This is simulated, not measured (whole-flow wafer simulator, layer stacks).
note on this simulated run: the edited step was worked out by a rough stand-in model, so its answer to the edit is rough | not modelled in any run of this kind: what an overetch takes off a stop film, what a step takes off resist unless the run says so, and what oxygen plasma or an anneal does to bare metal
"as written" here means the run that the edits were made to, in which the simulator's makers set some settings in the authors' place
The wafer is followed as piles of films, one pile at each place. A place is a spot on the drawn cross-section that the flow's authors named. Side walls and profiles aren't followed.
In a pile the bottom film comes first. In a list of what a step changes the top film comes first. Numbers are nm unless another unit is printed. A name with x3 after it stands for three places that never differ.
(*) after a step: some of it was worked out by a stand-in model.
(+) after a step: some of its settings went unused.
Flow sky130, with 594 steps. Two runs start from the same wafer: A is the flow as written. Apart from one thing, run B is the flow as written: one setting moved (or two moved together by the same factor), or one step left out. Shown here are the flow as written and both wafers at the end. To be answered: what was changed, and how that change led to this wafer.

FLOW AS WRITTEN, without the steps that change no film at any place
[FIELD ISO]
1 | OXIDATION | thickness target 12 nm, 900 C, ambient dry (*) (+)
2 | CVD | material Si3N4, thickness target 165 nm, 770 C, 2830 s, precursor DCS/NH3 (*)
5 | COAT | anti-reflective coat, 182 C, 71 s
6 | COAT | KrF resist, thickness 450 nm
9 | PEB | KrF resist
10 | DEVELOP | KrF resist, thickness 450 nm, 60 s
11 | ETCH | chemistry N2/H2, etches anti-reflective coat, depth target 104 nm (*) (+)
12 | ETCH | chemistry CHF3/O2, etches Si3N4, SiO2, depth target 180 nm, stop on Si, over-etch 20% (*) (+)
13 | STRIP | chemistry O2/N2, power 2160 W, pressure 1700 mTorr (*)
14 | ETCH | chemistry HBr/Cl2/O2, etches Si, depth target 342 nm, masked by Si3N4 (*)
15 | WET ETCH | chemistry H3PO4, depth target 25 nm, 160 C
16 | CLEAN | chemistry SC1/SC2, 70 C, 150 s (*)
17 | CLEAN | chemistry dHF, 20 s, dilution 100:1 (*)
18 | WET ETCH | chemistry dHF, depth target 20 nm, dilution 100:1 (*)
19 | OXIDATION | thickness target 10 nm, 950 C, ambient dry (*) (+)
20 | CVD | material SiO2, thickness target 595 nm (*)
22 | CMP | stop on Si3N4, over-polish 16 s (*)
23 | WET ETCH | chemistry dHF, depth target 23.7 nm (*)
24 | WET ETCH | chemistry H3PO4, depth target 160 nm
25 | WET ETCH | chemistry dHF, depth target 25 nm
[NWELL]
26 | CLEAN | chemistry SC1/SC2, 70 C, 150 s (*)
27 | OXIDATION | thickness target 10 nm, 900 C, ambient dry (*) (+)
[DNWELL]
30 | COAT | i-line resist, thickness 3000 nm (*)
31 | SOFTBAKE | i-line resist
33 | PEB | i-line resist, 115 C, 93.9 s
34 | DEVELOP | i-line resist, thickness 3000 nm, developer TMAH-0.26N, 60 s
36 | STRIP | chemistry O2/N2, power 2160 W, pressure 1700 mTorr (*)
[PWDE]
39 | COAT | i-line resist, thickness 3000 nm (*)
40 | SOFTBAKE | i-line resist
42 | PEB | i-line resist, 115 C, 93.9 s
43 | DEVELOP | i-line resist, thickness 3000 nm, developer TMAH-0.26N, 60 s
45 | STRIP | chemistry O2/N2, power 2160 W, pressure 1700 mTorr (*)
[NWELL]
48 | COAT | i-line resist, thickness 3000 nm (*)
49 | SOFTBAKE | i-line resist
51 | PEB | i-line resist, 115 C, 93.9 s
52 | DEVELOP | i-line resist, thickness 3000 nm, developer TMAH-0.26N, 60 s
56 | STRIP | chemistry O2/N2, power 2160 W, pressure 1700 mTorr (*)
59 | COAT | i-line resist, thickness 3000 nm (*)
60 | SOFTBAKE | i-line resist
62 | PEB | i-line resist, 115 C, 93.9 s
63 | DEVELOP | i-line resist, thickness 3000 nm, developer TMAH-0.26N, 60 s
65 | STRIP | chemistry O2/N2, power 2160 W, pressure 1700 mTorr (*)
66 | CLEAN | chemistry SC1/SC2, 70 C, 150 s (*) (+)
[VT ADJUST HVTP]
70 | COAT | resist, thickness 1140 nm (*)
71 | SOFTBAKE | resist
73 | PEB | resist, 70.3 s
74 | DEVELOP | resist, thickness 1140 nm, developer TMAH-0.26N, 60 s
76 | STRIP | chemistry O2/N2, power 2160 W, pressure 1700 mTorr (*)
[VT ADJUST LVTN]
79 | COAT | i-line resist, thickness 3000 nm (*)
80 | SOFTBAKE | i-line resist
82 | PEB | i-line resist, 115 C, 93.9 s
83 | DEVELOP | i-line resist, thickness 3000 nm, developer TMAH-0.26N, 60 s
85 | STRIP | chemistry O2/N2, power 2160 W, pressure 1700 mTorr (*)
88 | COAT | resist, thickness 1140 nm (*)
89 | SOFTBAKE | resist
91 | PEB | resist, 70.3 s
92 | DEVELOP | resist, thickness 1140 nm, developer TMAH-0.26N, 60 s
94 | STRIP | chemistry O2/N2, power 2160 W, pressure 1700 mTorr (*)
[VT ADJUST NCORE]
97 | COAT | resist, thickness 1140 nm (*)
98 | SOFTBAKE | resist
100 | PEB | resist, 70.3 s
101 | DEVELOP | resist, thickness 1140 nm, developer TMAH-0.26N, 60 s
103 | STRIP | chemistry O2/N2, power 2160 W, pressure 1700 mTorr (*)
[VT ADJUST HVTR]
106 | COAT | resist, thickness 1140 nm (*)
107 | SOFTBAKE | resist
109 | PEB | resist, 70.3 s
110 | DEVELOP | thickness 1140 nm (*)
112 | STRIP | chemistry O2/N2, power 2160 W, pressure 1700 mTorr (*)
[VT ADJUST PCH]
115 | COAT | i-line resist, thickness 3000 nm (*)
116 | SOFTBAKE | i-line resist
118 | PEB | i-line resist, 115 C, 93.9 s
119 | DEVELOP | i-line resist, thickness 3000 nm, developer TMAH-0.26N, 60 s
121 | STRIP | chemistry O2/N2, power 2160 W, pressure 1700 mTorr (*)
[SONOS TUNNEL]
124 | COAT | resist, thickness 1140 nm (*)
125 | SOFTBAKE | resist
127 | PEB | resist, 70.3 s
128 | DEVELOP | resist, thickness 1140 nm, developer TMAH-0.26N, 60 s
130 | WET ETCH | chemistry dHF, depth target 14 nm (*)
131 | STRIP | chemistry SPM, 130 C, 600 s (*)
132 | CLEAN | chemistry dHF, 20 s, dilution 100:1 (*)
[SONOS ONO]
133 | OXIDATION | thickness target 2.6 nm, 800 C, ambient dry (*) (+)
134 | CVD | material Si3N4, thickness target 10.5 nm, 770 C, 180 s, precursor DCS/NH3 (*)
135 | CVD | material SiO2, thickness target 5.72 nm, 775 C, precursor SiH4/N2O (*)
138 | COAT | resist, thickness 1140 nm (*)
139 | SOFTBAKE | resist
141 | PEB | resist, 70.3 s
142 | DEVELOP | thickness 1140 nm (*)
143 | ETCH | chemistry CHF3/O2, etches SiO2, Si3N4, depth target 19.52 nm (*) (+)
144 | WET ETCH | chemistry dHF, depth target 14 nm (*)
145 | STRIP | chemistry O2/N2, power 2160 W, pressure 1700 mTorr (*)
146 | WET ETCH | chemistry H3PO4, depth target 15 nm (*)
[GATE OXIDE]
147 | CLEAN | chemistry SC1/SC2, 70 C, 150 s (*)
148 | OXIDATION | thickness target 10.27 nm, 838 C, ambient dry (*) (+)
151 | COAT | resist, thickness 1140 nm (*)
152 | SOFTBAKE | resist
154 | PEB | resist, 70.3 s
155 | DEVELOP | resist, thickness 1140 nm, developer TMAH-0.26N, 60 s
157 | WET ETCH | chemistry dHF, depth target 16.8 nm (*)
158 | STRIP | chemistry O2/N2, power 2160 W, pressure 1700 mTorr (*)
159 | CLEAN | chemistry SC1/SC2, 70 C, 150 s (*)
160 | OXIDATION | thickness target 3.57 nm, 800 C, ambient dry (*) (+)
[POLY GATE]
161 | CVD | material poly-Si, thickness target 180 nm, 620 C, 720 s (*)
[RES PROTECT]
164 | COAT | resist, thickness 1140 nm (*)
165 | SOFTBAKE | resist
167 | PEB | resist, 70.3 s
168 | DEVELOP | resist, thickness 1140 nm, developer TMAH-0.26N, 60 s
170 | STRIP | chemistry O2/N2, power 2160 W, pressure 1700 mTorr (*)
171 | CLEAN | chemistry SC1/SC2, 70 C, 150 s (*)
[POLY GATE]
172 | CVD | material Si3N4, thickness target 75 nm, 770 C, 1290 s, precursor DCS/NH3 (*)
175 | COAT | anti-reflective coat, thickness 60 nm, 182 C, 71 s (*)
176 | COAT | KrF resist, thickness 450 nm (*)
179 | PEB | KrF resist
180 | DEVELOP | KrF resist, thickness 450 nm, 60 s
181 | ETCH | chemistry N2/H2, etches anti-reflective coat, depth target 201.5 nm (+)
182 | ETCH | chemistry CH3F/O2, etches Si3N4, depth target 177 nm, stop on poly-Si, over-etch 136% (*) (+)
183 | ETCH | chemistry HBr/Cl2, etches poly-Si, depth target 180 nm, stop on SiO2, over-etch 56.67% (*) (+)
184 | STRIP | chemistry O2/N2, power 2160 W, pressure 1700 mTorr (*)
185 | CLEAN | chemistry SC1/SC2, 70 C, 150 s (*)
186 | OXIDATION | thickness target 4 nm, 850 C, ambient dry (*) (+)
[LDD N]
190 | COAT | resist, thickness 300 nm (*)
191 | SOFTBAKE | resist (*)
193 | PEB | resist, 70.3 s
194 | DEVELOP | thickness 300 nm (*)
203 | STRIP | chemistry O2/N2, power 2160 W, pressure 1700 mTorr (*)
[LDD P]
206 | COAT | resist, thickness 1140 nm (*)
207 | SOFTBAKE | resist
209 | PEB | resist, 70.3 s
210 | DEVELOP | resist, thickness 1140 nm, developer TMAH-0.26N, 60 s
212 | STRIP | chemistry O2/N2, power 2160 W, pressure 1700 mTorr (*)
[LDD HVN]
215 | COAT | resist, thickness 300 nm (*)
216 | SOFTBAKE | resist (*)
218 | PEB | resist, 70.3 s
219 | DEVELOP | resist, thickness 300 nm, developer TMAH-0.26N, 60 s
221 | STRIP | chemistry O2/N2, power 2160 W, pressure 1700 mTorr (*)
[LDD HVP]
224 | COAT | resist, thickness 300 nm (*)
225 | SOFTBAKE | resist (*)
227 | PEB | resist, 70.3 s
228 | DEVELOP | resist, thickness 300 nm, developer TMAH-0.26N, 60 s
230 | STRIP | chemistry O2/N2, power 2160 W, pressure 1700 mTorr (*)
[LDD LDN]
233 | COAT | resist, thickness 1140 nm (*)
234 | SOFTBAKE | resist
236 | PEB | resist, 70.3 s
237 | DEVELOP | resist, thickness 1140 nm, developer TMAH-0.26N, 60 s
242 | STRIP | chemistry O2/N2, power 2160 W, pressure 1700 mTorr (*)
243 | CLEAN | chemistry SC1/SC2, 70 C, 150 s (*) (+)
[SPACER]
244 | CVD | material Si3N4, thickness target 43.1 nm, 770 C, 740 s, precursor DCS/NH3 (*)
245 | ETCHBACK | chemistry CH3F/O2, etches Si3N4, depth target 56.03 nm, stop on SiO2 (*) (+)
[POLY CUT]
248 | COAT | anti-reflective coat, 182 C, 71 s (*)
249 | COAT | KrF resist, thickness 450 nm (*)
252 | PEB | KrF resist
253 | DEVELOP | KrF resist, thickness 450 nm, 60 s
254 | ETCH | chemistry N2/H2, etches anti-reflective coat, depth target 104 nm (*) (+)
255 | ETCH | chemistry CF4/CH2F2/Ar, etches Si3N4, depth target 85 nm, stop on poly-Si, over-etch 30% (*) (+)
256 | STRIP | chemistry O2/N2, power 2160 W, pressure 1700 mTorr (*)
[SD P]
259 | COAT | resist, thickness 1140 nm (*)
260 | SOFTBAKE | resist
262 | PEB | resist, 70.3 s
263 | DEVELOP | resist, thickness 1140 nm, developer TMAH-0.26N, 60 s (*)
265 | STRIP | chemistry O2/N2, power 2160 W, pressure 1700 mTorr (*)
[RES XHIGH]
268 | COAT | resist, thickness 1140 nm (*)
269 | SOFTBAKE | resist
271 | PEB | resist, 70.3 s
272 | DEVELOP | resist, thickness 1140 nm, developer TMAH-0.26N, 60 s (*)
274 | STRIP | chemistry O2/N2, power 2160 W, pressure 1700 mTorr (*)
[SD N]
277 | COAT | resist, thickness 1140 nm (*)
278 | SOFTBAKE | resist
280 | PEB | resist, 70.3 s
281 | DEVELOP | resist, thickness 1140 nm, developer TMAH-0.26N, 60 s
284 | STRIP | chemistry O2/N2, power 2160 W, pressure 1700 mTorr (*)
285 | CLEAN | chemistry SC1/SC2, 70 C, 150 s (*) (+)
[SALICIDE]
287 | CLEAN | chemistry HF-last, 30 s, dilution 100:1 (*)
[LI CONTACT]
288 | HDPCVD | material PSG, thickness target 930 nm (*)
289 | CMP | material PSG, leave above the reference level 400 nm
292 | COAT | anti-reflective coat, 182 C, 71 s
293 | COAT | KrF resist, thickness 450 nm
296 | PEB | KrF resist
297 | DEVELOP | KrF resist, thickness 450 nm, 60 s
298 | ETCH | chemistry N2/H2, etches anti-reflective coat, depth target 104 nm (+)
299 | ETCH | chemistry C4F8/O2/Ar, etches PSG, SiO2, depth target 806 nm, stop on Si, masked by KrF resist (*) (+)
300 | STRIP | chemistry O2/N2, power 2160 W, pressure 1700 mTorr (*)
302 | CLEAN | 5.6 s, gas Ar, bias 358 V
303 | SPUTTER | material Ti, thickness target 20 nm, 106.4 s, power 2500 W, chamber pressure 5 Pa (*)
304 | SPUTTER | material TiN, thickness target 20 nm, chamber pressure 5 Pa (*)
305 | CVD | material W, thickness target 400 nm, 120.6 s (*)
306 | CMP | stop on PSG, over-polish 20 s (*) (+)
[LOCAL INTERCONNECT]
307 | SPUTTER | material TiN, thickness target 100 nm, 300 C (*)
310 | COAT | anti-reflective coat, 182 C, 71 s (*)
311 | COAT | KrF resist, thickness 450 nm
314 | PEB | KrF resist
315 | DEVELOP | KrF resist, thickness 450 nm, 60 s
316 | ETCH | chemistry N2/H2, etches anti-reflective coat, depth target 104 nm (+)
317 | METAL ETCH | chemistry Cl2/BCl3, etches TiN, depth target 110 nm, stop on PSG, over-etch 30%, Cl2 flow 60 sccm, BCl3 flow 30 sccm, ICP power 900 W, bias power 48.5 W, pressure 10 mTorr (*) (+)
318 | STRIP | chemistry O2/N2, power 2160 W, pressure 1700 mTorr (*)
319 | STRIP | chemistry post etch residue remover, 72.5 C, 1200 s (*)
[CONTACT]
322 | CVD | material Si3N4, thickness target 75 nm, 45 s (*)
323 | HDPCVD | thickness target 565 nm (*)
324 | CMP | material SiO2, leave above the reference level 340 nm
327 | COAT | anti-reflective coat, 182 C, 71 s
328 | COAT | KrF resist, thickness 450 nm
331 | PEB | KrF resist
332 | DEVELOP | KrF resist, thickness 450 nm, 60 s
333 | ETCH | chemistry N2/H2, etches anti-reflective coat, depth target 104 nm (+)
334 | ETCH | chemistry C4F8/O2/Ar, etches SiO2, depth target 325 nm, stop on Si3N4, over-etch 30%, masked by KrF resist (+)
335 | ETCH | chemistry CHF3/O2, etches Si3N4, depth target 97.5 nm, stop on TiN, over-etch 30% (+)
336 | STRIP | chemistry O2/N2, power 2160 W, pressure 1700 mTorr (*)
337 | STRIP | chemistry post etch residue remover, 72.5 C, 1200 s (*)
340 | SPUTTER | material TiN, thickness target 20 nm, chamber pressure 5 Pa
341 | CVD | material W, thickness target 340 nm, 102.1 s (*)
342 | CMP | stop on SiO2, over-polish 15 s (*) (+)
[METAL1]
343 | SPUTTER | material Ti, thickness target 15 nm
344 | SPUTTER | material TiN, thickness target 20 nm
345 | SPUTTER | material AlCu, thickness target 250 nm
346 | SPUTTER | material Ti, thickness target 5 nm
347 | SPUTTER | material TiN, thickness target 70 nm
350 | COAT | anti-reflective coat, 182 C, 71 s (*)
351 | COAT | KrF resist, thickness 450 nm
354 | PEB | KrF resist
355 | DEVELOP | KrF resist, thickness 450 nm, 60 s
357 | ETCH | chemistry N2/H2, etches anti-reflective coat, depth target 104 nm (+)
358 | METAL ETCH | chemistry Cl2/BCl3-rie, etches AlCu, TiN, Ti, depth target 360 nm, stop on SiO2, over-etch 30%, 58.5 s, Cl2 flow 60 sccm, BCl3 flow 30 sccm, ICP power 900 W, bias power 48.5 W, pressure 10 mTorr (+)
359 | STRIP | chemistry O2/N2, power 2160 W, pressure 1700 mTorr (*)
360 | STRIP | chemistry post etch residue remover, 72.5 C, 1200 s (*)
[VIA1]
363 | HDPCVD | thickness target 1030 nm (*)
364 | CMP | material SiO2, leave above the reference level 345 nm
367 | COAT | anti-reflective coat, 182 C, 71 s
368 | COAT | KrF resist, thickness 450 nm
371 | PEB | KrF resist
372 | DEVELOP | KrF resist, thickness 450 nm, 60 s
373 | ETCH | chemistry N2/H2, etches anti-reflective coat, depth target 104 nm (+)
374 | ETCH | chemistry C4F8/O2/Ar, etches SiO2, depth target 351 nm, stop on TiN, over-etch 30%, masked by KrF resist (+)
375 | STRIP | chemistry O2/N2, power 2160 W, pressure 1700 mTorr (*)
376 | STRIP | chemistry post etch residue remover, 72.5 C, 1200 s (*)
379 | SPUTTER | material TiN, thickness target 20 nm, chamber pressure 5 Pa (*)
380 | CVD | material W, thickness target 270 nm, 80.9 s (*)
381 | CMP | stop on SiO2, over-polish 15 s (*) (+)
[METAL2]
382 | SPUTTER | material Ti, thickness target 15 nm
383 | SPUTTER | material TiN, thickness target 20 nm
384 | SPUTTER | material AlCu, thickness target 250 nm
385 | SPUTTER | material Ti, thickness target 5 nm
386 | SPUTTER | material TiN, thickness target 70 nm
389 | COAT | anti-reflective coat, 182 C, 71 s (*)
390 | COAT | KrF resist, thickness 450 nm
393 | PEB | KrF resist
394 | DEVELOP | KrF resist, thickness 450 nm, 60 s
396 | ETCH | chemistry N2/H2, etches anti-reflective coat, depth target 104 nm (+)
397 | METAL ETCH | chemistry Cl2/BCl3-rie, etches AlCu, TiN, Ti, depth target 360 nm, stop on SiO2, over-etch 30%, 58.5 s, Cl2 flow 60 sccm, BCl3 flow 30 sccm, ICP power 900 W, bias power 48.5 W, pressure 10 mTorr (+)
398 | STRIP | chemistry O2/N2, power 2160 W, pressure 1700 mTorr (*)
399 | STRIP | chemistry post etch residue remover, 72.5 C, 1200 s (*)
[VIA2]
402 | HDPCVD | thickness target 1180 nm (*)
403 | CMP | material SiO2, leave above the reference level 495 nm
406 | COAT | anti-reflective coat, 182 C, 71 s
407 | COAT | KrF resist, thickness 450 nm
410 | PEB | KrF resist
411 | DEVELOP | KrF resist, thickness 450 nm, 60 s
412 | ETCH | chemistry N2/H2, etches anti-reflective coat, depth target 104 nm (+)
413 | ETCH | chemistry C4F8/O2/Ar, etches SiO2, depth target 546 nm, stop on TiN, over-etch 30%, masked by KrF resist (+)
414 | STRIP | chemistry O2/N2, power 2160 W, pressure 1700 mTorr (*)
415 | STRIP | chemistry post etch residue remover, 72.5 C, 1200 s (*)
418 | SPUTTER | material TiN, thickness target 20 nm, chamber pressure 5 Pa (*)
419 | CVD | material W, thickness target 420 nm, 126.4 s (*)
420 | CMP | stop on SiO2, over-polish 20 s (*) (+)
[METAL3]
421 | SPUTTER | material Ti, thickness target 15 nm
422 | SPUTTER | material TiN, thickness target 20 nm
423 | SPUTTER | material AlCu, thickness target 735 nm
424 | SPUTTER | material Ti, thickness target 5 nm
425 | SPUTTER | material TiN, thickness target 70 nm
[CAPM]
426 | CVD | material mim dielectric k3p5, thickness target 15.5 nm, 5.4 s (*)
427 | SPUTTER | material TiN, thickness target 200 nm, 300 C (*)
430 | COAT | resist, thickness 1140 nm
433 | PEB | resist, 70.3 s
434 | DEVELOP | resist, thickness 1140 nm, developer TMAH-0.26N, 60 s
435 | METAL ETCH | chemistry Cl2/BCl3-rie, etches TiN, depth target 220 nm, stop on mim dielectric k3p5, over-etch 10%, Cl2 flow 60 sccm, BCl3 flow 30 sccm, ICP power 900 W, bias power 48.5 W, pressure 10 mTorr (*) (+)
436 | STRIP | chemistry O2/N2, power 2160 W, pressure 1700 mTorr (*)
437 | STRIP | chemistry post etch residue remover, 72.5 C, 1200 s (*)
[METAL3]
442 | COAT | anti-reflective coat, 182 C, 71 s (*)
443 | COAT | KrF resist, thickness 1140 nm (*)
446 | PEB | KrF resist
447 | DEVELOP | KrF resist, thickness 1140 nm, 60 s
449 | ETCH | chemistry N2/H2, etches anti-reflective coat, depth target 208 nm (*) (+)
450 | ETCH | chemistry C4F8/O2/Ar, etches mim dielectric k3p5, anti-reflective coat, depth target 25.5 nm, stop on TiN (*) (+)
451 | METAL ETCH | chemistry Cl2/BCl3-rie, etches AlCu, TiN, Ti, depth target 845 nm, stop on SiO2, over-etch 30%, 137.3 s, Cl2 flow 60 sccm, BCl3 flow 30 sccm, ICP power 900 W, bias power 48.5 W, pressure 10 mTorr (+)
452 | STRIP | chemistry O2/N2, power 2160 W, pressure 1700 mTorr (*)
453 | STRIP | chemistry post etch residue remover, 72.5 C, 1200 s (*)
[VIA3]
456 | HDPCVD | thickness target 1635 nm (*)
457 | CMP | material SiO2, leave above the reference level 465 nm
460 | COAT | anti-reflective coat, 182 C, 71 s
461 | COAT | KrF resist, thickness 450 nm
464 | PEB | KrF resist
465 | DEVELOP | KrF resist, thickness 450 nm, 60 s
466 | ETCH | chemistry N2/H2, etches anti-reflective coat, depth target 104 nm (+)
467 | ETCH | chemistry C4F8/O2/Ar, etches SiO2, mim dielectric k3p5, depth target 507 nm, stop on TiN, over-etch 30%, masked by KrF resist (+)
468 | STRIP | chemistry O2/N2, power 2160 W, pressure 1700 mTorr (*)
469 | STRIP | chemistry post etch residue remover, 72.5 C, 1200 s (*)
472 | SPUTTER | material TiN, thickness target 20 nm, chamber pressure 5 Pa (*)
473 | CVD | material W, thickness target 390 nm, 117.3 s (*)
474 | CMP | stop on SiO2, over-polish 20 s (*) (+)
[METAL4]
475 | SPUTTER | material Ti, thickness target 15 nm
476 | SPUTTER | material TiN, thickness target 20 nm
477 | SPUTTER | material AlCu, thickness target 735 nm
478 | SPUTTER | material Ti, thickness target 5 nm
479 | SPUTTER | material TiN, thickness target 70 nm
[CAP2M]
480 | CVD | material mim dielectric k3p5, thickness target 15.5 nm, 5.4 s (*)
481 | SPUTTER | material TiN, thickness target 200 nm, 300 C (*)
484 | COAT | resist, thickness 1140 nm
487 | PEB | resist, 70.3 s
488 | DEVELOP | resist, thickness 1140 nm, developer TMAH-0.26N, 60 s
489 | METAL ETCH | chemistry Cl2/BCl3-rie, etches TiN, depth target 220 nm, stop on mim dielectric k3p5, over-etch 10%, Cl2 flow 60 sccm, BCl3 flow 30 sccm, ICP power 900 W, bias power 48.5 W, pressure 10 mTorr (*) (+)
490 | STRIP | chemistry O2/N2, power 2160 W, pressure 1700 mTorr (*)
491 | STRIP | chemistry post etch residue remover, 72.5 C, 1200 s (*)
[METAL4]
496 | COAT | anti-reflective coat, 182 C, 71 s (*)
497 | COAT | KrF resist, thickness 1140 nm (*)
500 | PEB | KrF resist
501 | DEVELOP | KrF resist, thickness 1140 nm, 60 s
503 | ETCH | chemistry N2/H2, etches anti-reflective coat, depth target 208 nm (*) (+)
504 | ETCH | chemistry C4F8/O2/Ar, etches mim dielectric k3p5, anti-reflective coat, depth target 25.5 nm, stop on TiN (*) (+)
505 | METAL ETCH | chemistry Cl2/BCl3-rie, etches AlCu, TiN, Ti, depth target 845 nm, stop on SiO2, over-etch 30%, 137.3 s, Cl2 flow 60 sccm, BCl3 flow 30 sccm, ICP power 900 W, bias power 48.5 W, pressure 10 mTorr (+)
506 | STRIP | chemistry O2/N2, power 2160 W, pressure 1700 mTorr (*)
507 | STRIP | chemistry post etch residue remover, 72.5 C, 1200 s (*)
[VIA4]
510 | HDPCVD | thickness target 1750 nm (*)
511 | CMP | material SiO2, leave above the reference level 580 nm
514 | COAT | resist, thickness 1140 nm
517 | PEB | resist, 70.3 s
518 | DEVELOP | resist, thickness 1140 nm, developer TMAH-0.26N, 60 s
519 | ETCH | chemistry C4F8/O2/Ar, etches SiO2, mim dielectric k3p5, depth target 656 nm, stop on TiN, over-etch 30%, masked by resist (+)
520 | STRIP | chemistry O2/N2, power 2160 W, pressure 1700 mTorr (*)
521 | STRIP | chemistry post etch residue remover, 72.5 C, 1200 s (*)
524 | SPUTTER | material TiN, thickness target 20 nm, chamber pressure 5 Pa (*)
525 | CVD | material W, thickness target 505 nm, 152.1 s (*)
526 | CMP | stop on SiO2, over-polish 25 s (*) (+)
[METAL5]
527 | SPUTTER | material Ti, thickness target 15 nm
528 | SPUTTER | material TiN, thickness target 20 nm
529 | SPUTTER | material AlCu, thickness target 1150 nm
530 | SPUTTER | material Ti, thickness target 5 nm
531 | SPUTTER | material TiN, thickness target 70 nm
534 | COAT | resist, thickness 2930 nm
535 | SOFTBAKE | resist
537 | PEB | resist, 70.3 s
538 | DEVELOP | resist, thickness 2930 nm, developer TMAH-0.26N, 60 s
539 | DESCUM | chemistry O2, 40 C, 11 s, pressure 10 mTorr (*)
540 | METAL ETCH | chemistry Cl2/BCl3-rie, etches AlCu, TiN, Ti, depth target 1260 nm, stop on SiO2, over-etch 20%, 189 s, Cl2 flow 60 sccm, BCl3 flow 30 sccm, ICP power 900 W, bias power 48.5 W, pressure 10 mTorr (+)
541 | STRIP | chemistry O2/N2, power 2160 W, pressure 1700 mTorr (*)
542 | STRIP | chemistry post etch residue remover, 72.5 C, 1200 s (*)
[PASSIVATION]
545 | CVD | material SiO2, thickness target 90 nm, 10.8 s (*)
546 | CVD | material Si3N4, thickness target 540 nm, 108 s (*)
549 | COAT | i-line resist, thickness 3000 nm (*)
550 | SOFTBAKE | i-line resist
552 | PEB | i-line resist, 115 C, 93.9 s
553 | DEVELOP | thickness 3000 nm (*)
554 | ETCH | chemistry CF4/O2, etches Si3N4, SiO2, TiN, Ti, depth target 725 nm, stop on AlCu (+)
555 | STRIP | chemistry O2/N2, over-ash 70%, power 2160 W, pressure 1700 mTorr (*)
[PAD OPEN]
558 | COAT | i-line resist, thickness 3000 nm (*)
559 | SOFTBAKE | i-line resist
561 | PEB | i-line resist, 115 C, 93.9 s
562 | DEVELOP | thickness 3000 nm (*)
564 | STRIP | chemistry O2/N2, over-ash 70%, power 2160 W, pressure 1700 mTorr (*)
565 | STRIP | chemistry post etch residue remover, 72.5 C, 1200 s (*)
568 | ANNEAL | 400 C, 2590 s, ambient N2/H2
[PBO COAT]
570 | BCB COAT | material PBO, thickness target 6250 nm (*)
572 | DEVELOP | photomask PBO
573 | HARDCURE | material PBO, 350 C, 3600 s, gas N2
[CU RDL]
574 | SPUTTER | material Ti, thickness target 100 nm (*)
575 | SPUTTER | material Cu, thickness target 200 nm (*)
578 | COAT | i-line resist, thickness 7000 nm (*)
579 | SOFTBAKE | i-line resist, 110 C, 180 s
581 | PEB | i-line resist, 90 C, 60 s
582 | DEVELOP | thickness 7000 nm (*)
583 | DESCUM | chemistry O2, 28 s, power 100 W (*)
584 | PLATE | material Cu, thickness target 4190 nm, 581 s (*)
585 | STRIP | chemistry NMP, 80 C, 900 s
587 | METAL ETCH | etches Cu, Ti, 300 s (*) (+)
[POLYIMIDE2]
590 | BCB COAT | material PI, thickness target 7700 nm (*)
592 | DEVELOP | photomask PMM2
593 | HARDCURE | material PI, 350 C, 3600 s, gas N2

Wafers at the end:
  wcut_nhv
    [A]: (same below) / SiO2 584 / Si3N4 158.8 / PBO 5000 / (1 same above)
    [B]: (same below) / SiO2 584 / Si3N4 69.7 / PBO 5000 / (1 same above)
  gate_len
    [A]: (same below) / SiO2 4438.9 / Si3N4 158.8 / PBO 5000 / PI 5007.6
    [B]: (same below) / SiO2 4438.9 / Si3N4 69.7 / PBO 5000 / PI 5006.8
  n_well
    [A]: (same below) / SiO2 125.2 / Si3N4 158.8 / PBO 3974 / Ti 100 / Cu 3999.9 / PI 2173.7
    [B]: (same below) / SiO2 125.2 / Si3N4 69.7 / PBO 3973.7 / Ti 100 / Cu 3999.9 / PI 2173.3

The reason: step 546, CVD: thickness target 238 nm was run, whereas the flow has thickness target 540 nm; step 546, CVD: 47.5 s was run, where the flow has 108 s.

The path from the change to this, step by step:
  546 | CVD | material Si3N4, thickness target 540 nm, 108 s (*)
      field, active, n_well and 190 more: A Si3N4 gains 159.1 (new film) | B Si3N4 gains 70.1 (new film)
  550 | SOFTBAKE | i-line resist
      active: A i-line resist gains 12 | B i-line resist gains 10.1
      gate: A i-line resist loses 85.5 | B i-line resist loses 80
      (as well as at 63 more places)
  554 | ETCH | chemistry CF4/O2, etches Si3N4, SiO2, TiN, Ti, depth target 725 nm, stop on AlCu (+)
      field, active, n_well and 189 more: A i-line resist loses 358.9 | B i-line resist loses 269.8
      pad: A Si3N4 loses 159.1 (all of it), SiO2 loses 125.2 (all of it), TiN loses 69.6 (all of it), Ti loses 5 (all of it) | B Si3N4 loses 70.1 (all of it), SiO2 loses 125.2 (all of it), TiN loses 69.6 (all of it), Ti loses 5 (all of it)
  555 | STRIP | chemistry O2/N2, over-ash 70%, power 2160 W, pressure 1700 mTorr (*)
      gate_hv, dice_street, iso_guard and 83 more: A i-line resist loses 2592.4 (all of it) | B i-line resist loses 2681.5 (all of it)
      n_well, p_well, sd_n, sd_p: A i-line resist loses 1340.8 (all of it) | B i-line resist loses 1429.9 (all of it)
      (as well as at 102 more places)
  558 | COAT | i-line resist, thickness 3000 nm (*)
      pad: A i-line resist gains 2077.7 (new film) | B i-line resist gains 1988.1 (new film)
  559 | SOFTBAKE | i-line resist
      field: A i-line resist gains 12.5 | B i-line resist gains 10.6
      active: A i-line resist gains 12 | B i-line resist gains 10.1
      (as well as at 70 more places)
  561 | PEB | i-line resist, 115 C, 93.9 s
      pad: A i-line resist loses 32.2 | B i-line resist loses 30.6
  562 | DEVELOP | thickness 3000 nm (*)
      pad: A i-line resist loses 2045.5 (all of it) | B i-line resist loses 1957.5 (all of it)
  578 | COAT | i-line resist, thickness 7000 nm (*)
      pad: A i-line resist gains 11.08 um (new film) | B i-line resist gains 10.99 um (new film)
  579 | SOFTBAKE | i-line resist, 110 C, 180 s
      mim: A i-line resist loses 16.8 | B i-line resist loses 15.4
      iso_guard__w1: A i-line resist loses 16.6 | B i-line resist loses 15.2
      (as well as at 33 more places)
  582 | DEVELOP | thickness 7000 nm (*)
      pad: A i-line resist loses 11.08 um (all of it) | B i-line resist loses 10.99 um (all of it)
